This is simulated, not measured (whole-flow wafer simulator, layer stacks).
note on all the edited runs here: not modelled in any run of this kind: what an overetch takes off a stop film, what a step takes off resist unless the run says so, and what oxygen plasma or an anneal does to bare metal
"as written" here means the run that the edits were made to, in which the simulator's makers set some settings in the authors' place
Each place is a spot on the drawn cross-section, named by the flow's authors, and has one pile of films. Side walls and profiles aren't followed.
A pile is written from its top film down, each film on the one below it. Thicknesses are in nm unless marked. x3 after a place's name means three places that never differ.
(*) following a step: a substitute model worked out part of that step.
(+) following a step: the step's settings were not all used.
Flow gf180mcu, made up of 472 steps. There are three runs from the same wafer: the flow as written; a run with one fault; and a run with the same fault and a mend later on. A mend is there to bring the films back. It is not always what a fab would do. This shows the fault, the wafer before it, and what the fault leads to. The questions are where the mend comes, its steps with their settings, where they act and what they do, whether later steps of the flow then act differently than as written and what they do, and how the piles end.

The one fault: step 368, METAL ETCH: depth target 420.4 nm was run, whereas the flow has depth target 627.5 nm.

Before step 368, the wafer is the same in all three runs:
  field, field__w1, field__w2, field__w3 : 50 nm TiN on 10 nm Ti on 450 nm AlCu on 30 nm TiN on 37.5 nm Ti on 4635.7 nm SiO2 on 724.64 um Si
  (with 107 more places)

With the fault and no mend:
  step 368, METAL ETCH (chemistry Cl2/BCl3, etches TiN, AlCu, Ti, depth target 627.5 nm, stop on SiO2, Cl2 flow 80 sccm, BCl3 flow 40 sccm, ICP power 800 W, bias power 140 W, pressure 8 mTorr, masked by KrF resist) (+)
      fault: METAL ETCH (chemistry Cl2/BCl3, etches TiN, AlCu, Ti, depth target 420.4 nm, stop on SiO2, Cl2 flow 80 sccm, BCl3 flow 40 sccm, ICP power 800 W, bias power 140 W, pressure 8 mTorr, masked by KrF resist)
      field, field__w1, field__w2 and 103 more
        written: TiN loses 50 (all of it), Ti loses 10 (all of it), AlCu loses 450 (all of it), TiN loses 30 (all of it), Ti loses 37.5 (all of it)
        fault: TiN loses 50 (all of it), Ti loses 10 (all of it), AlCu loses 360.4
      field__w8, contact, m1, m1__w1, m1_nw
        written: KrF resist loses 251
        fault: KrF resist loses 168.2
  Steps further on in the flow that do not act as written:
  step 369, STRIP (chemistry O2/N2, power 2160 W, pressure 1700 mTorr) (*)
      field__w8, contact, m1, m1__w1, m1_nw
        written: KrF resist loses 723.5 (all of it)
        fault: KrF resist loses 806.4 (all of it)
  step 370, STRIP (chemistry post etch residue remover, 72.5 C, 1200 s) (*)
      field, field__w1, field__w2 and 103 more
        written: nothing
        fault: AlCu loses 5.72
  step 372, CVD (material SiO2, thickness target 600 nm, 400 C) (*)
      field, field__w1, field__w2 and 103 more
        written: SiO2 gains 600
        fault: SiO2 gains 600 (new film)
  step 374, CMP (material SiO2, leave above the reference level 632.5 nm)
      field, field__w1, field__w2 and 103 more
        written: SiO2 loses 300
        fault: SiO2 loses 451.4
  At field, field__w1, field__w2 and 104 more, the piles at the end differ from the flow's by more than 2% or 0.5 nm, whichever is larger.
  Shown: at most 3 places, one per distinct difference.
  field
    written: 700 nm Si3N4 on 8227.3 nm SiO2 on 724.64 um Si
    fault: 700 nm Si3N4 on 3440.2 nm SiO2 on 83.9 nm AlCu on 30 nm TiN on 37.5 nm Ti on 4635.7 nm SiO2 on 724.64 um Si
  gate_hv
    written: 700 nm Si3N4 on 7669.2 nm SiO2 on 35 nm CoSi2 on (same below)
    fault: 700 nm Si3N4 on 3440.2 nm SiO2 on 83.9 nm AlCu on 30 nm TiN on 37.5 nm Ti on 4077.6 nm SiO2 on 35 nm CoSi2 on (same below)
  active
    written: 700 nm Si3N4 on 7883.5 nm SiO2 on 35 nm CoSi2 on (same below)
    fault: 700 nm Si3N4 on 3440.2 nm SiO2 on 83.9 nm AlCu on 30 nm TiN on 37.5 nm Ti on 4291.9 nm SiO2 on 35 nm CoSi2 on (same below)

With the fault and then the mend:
  After step 368 comes the mend.
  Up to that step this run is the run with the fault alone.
  step 368a, METAL ETCH (chemistry Cl2/BCl3, etches TiN, AlCu, Ti, depth target 207.1 nm, stop on SiO2, Cl2 flow 80 sccm, BCl3 flow 40 sccm, ICP power 800 W, bias power 140 W, pressure 8 mTorr, masked by KrF resist) (+) (the flow's step 368 again, with other settings)
      field, field__w1, field__w2 and 103 more
        AlCu loses 89.6 (all of it), TiN loses 30 (all of it), Ti loses 37.5 (all of it)
      field__w8, contact, m1, m1__w1, m1_nw
        KrF resist loses 82.8
  Later steps of the flow that are run all act as written at every place that is followed.
  At every place that both follow, the piles at the end match the flow's.
